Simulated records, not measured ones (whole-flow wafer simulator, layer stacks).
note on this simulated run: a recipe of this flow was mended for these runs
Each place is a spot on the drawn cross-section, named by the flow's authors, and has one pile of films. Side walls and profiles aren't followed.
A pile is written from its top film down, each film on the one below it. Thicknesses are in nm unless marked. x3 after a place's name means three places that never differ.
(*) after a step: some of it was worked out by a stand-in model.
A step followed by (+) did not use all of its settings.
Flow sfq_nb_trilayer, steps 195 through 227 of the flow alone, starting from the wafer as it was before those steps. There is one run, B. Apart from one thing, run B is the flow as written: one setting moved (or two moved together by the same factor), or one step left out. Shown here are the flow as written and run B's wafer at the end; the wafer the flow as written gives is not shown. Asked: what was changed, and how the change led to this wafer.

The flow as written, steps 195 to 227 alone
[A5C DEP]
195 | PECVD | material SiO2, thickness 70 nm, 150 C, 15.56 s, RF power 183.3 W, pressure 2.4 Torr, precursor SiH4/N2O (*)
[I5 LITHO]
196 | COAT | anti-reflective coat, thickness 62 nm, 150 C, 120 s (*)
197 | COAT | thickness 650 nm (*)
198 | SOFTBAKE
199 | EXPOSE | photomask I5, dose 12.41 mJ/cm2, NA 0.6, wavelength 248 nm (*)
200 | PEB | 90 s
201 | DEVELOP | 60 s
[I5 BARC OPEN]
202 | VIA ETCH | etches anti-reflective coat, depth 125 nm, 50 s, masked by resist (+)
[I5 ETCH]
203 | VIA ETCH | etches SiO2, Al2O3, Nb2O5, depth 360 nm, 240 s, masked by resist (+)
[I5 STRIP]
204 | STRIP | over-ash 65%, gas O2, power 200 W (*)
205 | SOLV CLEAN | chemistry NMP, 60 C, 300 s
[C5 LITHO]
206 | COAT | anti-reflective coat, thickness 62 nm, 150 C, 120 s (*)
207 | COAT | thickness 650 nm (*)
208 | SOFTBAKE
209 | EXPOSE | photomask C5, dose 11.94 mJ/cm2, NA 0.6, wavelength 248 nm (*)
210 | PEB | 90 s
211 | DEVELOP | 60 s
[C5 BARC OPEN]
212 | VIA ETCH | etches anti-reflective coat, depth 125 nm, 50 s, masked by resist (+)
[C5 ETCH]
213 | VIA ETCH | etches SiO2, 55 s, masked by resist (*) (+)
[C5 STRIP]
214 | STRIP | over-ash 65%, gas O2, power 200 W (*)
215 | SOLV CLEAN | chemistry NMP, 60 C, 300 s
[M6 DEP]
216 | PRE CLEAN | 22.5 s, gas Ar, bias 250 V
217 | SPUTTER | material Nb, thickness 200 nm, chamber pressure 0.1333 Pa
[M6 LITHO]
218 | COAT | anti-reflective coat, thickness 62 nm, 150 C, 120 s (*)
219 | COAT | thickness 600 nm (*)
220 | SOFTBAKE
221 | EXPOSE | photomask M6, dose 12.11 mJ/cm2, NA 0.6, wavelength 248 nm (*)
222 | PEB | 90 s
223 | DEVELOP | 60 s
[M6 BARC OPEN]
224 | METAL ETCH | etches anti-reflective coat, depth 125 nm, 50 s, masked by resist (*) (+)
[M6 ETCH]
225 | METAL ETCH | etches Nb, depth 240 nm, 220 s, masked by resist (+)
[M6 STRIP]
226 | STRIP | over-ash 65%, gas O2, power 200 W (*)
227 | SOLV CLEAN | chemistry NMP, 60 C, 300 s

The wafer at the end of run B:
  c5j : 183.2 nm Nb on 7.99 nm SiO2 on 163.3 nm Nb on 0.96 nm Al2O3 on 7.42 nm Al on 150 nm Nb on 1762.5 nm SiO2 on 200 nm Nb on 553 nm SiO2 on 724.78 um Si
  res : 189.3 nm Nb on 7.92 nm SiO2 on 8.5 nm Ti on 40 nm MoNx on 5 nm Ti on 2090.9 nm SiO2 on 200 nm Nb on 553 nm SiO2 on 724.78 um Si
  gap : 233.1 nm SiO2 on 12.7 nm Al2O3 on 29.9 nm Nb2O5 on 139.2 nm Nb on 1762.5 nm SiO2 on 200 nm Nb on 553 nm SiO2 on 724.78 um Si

Cause: step 195, PECVD: thickness 99.75 nm was run, whereas the flow has thickness 70 nm; step 195, PECVD: 22.17 s was run, where the flow has 15.56 s.

Step by step, how the change led to this:
  195 | PECVD | material SiO2, thickness 70 nm, 150 C, 15.56 s, RF power 183.3 W, pressure 2.4 Torr, precursor SiH4/N2O (*)
      field_l, v_sur, via_wl and 92 more: SiO2 gains 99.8 (in the flow as written it would be: SiO2 gains 70)
      ce_l, c5j, ce_r and 8 more: SiO2 gains 99.8 (new film) (in the flow as written it would be: SiO2 gains 70 (new film))
  196 | COAT | anti-reflective coat, thickness 62 nm, 150 C, 120 s (*)
      r5r_line_l, r5r_line_c, r5r_line_r: anti-reflective coat gains 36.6 (new film) (in the flow as written it would be: anti-reflective coat gains 35.5 (new film))
  203 | VIA ETCH | etches SiO2, Al2O3, Nb2O5, depth 360 nm, 240 s, masked by resist (+)
      be: SiO2 loses 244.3 (all of it), Al2O3 loses 12.7 (all of it), Nb2O5 loses 29.9 (all of it), Nb loses 6.09 (in the flow as written it would be: SiO2 loses 214.5 (all of it), Al2O3 loses 12.7 (all of it), Nb2O5 loses 29.9 (all of it), Nb loses 8.57)
  204 | STRIP | over-ash 65%, gas O2, power 200 W (*)
      r5r_line_l, r5r_line_c, r5r_line_r: KrF-resist-other-grade loses 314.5 (all of it), anti-reflective coat loses 36.6 (all of it) (in the flow as written it would be: KrF-resist-other-grade loses 314.5 (all of it), anti-reflective coat loses 35.5 (all of it))
  206 | COAT | anti-reflective coat, thickness 62 nm, 150 C, 120 s (*)
      r5r_line_l, r5r_line_c, r5r_line_r: anti-reflective coat gains 36.6 (new film) (in the flow as written it would be: anti-reflective coat gains 35.5 (new film))
      be: anti-reflective coat gains 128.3 (new film) (in the flow as written it would be: anti-reflective coat gains 124.3 (new film))
  207 | COAT | thickness 650 nm (*)
      be: KrF-resist-other-grade gains 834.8 (new film) (in the flow as written it would be: KrF-resist-other-grade gains 815 (new film))
  213 | VIA ETCH | etches SiO2, 55 s, masked by resist (*) (+)
      c5j: SiO2 loses 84 (in the flow as written it would be: SiO2 loses 69.7 (all of it), Nb loses 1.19)
      res: SiO2 loses 84 (in the flow as written it would be: SiO2 loses 69.7 (all of it), Ti loses 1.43)
  214 | STRIP | over-ash 65%, gas O2, power 200 W (*)
      r5r_line_l, r5r_line_c, r5r_line_r: KrF-resist-other-grade loses 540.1 (all of it), anti-reflective coat loses 36.6 (all of it) (in the flow as written it would be: KrF-resist-other-grade loses 540 (all of it), anti-reflective coat loses 35.5 (all of it))
      be: KrF-resist-other-grade loses 725.5 (all of it), anti-reflective coat loses 128.3 (all of it) (in the flow as written it would be: KrF-resist-other-grade loses 705.8 (all of it), anti-reflective coat loses 124.3 (all of it))
  216 | PRE CLEAN | 22.5 s, gas Ar, bias 250 V
      c5j: SiO2 loses 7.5 (in the flow as written it would be: Nb loses 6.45)
      res: SiO2 loses 7.5 (in the flow as written it would be: Ti loses 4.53)
  217 | SPUTTER | material Nb, thickness 200 nm, chamber pressure 0.1333 Pa
      c5j: Nb gains 183.2 (new film) (in the flow as written it would be: Nb gains 188.4)
      be: Nb gains 139.8 (in the flow as written it would be: Nb gains 145.8)
  218 | COAT | anti-reflective coat, thickness 62 nm, 150 C, 120 s (*)
      be: anti-reflective coat gains 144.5 (new film) (in the flow as written it would be: anti-reflective coat gains 139.6 (new film))
      jj_sur: anti-reflective coat gains 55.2 (new film) (in the flow as written it would be: anti-reflective coat gains 57.9 (new film))
      (as well as at 7 more places)
  219 | COAT | thickness 600 nm (*)
      be: KrF-resist-other-grade gains 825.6 (new film) (in the flow as written it would be: KrF-resist-other-grade gains 795.2 (new film))
  226 | STRIP | over-ash 65%, gas O2, power 200 W (*)
      be: KrF-resist-other-grade loses 589.6 (all of it), anti-reflective coat loses 144.5 (all of it) (in the flow as written it would be: KrF-resist-other-grade loses 559.4 (all of it), anti-reflective coat loses 139.6 (all of it))
      jj_sur: KrF-resist-other-grade loses 363.5 (all of it), anti-reflective coat loses 55.2 (all of it) (in the flow as written it would be: KrF-resist-other-grade loses 361.7 (all of it), anti-reflective coat loses 57.9 (all of it))
      (as well as at 7 more places)
With metal films that touch counted as one body, c5j has 4 bodies (between them, from the top down: SiO2 7.99; Al2O3 0.96; SiO2 1762.5); the flow as written gives 3 bodies (between them, from the top down: Al2O3 0.96; SiO2 1762.5).
With metal films that touch counted as one body, res has 3 bodies (between them, from the top down: SiO2 7.92; SiO2 2090.9); the flow as written gives 2 bodies (between them, from the top down: SiO2 2090.9).
